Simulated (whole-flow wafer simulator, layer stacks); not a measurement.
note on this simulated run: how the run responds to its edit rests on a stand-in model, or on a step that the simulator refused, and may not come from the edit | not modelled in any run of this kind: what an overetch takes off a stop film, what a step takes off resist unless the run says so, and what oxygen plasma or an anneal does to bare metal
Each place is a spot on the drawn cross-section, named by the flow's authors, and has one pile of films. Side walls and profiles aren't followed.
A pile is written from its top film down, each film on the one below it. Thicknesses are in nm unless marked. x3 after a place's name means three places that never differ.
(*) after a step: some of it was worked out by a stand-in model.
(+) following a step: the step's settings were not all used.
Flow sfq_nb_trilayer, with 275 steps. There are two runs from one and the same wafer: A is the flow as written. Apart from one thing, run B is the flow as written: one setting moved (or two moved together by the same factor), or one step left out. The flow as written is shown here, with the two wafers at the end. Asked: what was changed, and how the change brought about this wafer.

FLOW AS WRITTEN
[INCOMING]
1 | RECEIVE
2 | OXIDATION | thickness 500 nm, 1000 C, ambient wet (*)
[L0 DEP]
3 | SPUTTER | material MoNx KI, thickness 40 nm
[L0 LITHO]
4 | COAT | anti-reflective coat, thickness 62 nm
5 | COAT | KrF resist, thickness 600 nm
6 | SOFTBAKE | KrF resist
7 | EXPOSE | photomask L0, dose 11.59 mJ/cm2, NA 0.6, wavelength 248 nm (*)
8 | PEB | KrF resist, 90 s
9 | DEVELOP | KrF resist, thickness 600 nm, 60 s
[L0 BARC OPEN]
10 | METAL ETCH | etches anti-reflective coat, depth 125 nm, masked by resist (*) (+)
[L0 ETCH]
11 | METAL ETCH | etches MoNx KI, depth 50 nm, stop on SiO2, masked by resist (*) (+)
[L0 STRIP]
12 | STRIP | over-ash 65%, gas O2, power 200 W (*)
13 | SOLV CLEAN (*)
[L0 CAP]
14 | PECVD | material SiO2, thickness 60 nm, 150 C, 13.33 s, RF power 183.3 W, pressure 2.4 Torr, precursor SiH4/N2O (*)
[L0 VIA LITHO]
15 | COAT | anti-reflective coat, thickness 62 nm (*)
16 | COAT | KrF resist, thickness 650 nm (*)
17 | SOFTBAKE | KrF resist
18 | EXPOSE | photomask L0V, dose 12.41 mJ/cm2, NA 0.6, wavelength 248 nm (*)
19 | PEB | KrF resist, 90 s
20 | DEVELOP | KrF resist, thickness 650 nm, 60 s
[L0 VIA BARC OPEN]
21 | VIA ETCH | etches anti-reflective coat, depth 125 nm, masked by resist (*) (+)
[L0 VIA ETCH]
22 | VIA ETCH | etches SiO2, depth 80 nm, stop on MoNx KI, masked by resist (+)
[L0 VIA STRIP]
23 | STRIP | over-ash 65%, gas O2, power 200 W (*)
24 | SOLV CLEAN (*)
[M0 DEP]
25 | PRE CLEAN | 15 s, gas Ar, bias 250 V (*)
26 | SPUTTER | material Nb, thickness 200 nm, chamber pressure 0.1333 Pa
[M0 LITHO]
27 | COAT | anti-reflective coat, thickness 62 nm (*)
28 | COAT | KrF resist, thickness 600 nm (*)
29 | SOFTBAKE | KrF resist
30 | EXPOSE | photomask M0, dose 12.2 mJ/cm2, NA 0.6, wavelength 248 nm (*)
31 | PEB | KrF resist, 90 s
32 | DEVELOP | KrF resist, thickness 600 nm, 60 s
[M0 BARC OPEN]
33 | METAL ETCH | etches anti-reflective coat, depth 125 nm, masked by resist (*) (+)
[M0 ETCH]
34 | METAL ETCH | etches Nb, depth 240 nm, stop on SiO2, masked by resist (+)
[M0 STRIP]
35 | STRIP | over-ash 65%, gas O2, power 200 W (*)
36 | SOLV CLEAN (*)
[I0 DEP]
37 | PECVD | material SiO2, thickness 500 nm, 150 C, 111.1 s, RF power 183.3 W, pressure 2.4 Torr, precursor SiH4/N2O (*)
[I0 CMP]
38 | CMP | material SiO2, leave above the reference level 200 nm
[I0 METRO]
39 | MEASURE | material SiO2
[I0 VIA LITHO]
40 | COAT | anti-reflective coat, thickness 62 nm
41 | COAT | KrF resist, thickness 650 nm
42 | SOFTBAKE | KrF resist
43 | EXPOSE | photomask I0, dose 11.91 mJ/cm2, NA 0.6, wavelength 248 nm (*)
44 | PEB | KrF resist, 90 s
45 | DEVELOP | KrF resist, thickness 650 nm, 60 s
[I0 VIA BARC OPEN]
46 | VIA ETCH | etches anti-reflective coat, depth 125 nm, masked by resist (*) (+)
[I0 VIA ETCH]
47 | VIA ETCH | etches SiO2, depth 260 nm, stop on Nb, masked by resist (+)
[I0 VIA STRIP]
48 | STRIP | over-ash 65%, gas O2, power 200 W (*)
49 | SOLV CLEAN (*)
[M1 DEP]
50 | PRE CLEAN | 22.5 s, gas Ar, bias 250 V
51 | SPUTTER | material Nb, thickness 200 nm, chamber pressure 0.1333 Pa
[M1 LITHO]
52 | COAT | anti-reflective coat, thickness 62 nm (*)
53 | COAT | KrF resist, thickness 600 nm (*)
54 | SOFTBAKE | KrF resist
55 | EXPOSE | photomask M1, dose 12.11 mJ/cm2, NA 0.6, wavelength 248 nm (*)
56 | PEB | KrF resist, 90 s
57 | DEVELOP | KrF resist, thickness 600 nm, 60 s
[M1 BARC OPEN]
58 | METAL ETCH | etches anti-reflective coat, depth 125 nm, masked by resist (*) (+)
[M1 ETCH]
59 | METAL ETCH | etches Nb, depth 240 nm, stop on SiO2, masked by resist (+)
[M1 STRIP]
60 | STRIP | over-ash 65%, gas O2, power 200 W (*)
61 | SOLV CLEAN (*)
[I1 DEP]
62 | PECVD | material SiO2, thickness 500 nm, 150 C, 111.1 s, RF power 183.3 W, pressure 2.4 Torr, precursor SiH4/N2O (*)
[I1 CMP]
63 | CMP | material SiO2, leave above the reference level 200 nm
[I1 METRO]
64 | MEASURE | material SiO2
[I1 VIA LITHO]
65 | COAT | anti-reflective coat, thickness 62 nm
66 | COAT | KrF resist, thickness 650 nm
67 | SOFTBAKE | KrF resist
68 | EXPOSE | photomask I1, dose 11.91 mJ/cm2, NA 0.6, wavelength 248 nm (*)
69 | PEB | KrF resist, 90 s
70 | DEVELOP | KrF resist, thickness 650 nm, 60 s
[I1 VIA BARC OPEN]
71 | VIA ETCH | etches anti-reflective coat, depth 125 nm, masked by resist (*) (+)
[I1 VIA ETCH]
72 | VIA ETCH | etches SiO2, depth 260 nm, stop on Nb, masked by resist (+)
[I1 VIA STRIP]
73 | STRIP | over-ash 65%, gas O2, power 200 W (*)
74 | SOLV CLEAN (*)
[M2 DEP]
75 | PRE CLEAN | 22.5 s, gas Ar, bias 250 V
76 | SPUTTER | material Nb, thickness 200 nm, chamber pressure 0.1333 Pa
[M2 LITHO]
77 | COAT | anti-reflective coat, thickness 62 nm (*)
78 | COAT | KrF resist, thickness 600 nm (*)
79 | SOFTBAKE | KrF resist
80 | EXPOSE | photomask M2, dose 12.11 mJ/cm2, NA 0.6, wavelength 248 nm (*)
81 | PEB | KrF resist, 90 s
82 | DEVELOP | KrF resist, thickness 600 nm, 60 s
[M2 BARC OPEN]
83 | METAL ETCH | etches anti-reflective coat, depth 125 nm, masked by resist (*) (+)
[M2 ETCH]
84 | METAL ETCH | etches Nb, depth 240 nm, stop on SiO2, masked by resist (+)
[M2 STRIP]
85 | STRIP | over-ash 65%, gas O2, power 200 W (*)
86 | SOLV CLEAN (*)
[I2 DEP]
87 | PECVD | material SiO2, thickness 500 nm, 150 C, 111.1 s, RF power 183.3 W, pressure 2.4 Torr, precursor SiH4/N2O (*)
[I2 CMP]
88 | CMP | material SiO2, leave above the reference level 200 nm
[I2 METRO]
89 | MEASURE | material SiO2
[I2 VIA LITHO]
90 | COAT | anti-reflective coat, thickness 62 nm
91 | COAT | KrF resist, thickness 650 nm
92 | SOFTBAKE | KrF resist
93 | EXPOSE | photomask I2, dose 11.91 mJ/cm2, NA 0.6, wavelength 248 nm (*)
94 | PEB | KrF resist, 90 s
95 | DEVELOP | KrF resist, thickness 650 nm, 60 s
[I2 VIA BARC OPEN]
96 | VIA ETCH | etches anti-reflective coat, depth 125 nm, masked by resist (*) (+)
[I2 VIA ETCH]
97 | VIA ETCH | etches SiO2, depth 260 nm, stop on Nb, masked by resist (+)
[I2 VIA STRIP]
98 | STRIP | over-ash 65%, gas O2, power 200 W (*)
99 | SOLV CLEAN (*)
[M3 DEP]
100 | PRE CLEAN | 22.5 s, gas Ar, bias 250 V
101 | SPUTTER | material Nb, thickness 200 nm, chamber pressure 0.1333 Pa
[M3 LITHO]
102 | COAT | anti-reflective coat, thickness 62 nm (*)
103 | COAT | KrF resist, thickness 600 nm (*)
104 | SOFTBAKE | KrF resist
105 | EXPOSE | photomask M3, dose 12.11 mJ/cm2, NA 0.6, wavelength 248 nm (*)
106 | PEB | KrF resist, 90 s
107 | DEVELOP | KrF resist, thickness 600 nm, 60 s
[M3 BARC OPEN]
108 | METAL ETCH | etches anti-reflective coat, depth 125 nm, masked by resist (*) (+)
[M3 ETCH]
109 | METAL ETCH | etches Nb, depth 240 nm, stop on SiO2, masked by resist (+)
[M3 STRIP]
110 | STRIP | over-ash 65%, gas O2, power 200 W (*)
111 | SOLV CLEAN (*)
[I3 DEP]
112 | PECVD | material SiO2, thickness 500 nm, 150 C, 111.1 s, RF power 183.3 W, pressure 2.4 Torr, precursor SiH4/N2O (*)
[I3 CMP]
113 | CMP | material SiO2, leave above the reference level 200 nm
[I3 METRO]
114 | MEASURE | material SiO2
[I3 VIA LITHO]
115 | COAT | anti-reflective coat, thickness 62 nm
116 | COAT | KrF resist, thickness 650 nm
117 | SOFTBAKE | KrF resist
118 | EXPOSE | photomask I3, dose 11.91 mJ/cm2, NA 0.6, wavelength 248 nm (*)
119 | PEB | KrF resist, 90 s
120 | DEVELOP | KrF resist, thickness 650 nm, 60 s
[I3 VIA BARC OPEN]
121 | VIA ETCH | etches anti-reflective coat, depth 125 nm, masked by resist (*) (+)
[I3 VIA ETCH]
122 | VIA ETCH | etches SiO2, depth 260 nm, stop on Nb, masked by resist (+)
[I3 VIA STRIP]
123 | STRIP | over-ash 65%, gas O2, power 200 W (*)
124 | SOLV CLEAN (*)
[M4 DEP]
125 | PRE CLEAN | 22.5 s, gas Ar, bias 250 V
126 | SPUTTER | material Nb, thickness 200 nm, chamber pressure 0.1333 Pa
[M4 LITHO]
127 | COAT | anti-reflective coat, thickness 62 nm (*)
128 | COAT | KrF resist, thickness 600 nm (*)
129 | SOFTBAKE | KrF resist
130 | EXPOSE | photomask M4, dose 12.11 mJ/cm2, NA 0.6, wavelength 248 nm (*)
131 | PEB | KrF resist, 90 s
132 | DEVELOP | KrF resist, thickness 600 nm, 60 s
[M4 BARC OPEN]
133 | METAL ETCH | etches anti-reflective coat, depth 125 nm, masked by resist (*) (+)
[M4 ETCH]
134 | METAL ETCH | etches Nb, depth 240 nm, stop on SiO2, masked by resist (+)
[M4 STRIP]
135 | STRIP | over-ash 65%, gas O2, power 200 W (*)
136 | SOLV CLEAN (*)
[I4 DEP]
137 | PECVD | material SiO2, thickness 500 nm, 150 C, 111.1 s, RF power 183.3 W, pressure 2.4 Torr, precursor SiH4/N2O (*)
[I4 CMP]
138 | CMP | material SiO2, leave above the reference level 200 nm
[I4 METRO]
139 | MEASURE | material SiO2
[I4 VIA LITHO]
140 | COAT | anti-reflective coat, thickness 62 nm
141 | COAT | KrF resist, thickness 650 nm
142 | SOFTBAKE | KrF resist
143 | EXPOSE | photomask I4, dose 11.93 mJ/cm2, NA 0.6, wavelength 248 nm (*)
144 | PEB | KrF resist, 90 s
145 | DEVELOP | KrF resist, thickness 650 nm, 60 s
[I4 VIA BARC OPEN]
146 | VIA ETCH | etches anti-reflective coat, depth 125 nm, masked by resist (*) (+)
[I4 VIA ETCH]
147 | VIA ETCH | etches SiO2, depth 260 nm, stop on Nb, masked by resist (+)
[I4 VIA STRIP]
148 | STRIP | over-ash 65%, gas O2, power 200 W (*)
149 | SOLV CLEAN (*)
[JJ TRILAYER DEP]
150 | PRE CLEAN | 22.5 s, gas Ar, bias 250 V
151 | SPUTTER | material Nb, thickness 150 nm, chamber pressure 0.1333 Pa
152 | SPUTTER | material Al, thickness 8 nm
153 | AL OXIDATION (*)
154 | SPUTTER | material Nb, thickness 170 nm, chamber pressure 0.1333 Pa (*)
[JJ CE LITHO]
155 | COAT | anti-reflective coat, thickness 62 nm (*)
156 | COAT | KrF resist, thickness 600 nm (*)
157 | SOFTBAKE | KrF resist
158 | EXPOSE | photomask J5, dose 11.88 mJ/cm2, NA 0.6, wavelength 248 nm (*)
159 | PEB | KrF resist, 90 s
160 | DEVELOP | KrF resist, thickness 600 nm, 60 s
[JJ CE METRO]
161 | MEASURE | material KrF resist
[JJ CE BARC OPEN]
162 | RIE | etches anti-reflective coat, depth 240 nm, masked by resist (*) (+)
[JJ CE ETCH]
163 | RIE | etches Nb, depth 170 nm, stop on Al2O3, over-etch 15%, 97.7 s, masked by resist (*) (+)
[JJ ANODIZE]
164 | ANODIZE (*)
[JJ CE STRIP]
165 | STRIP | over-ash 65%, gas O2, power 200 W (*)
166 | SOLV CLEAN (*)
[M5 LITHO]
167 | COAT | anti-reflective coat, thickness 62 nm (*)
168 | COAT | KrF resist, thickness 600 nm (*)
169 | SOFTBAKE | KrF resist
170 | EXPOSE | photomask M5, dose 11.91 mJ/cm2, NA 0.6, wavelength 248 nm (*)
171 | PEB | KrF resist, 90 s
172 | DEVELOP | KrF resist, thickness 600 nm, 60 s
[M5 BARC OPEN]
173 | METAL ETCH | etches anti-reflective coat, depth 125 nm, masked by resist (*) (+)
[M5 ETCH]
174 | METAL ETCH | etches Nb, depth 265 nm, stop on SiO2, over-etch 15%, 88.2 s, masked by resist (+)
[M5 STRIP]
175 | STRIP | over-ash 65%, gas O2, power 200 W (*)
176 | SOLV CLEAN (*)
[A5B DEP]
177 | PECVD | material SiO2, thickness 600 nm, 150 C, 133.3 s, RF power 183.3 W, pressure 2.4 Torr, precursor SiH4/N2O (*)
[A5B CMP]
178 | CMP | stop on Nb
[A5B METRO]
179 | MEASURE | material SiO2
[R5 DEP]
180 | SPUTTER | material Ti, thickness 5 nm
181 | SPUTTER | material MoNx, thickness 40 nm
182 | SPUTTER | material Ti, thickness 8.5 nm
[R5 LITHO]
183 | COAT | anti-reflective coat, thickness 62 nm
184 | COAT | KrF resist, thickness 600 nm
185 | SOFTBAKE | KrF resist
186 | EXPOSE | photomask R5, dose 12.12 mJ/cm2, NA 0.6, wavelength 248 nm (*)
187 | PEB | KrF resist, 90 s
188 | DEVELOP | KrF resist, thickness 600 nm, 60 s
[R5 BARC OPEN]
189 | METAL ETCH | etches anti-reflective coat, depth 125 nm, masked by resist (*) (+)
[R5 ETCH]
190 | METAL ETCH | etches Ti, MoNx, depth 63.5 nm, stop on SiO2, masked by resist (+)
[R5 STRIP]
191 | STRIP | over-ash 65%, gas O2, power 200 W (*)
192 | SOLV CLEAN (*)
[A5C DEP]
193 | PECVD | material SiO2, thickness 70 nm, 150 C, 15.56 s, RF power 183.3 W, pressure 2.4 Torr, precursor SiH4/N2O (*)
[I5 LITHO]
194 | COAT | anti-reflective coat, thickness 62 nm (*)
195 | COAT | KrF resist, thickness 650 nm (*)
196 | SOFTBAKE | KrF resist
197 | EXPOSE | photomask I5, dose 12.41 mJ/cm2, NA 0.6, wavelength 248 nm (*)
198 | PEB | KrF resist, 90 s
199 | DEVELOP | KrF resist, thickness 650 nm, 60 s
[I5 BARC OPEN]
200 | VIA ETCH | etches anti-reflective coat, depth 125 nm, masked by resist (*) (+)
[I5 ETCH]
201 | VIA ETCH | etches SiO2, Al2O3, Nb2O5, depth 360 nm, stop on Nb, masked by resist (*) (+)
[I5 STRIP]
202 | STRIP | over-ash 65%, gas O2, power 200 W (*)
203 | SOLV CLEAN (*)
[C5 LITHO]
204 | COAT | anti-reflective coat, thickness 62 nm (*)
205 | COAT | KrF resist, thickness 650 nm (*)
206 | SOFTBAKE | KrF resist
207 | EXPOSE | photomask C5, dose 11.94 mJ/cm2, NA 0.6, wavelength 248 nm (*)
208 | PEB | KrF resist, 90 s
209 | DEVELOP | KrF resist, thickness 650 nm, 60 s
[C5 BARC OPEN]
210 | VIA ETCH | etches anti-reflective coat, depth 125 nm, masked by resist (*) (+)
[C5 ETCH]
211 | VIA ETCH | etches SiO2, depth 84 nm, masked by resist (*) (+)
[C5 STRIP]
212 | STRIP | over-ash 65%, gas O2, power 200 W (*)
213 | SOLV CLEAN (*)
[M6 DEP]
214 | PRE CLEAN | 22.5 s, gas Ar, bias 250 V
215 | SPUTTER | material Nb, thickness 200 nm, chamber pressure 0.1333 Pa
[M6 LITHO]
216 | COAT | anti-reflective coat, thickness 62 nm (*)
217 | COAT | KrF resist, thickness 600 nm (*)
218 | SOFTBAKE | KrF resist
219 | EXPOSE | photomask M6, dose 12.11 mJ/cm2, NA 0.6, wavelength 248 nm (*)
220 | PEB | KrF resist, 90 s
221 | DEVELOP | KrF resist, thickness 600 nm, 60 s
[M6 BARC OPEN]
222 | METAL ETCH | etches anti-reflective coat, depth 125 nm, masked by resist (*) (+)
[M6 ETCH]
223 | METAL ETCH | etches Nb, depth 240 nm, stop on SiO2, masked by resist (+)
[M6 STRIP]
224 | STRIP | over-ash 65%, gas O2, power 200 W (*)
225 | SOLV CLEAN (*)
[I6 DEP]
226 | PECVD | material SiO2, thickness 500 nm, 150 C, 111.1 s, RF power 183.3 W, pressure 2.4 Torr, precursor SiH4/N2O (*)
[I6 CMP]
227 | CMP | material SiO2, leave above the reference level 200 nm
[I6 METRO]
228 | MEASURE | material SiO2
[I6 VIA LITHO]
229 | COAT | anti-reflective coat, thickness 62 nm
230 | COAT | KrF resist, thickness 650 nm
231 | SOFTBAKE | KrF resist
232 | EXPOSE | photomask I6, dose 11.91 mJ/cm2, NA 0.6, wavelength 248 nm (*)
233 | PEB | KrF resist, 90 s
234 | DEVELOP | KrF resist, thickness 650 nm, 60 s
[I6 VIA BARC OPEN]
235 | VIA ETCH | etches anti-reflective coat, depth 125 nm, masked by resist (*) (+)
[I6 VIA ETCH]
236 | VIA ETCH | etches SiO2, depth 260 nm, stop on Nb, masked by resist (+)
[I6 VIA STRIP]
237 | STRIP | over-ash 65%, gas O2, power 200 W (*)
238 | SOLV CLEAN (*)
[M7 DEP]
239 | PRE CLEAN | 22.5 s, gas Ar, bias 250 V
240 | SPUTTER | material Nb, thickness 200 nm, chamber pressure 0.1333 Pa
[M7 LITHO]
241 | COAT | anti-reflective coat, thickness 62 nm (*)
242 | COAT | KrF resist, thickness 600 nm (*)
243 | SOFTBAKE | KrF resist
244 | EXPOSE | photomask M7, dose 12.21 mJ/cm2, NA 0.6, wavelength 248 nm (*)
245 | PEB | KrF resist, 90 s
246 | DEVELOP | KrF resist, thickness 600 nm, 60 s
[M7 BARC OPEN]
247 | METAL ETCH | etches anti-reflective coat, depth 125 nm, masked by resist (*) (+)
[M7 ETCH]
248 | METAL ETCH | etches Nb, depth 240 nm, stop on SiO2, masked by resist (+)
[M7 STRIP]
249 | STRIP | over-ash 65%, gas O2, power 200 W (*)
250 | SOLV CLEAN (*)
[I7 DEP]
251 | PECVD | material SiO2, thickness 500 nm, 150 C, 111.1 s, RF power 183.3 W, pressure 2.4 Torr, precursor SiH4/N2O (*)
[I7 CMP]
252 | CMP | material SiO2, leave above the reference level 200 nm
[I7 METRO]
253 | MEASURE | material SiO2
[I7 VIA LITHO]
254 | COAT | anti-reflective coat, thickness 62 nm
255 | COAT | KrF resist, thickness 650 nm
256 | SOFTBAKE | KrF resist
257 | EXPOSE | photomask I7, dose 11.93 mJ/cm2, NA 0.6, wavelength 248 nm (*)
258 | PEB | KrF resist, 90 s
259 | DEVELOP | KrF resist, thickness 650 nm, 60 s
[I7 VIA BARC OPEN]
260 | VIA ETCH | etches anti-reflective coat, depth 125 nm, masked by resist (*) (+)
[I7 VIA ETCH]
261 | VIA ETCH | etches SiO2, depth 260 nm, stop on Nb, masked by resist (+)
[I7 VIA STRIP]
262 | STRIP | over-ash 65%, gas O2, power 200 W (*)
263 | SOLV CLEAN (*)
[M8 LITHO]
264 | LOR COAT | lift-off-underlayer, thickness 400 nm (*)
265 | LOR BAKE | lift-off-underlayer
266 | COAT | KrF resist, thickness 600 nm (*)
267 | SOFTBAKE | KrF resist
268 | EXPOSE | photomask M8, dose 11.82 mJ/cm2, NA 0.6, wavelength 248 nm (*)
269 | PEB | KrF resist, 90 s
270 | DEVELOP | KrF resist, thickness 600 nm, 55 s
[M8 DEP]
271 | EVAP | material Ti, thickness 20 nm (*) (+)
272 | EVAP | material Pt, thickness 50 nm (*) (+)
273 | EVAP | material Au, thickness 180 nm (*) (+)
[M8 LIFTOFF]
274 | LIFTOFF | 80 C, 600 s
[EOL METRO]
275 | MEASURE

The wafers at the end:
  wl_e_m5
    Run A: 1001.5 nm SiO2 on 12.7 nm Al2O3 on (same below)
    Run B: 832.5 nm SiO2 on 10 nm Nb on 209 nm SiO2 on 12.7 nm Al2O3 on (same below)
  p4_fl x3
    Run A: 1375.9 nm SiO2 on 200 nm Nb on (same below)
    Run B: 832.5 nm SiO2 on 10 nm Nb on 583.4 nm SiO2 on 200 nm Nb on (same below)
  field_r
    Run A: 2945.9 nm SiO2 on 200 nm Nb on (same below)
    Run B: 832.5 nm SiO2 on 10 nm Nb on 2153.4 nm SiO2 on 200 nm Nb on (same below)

Cause: step 215, SPUTTER: thickness 250 nm was run, whereas the flow has thickness 200 nm.

How this came from the change, step by step:
  215 | SPUTTER | material Nb, thickness 200 nm, chamber pressure 0.1333 Pa
      field_l, v_sur, via_wl and 100 more: A +200 Nb (new film) | B +250 Nb (new film)
      be: A +147.3 Nb | B +183.5 Nb
      (as well as at 2 more places)
  216 | COAT | anti-reflective coat, thickness 62 nm (*)
      be: A +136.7 anti-reflective coat (new film) | B +141.2 anti-reflective coat (new film)
  223 | METAL ETCH | etches Nb, depth 240 nm, stop on SiO2, masked by resist (+)
      field_l, gap, moat and 76 more: A -200 Nb (all of it) | B -240 Nb
  224 | STRIP | over-ash 65%, gas O2, power 200 W (*)
      be: A -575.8 KrF resist (all of it), -136.7 anti-reflective coat (all of it) | B -583.7 KrF resist (all of it), -141.2 anti-reflective coat (all of it)
  226 | PECVD | material SiO2, thickness 500 nm, 150 C, 111.1 s, RF power 183.3 W, pressure 2.4 Torr, precursor SiH4/N2O (*)
      field_l, p4_fl x3, p4_w1 x9 and 52 more: A +500 SiO2 | B +500 SiO2 (new film)
      moat, field_r, lsp_l, ln_m5, lsp_m: A +493.6 SiO2 | B +492.3 SiO2 (new film)
      (as well as at 10 more places)
  227 | CMP | material SiO2, leave above the reference level 200 nm
      field_l, p4_fl x3, p4_w1 x9 and 49 more: A -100 SiO2 | B -60 SiO2
      moat, field_r, lsp_l, ln_m5, lsp_m: A -93.6 SiO2 | B -52.3 SiO2
      (as well as at 9 more places)
Taking metal films that touch as one body, wl_e_m5 has 7 bodies (between them, from the top down: SiO2 209 / Al2O3 12.7 / Nb2O5 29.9; SiO2 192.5; SiO2 192.5; SiO2 192.5; SiO2 192.5; SiO2 192.5); the flow as written gives 6 bodies (between them, from the top down: SiO2 192.5; SiO2 192.5; SiO2 192.5; SiO2 192.5; SiO2 192.5).
Taking metal films that touch as one body, p4_fl x3 has 3 bodies (between them, from the top down: SiO2 583.4; SiO2 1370); the flow as written gives 2 bodies (between them, from the top down: SiO2 1370).
Taking metal films that touch as one body, field_r has 2 bodies (between them, from the top down: SiO2 2153.4); the flow as written gives 1 body.
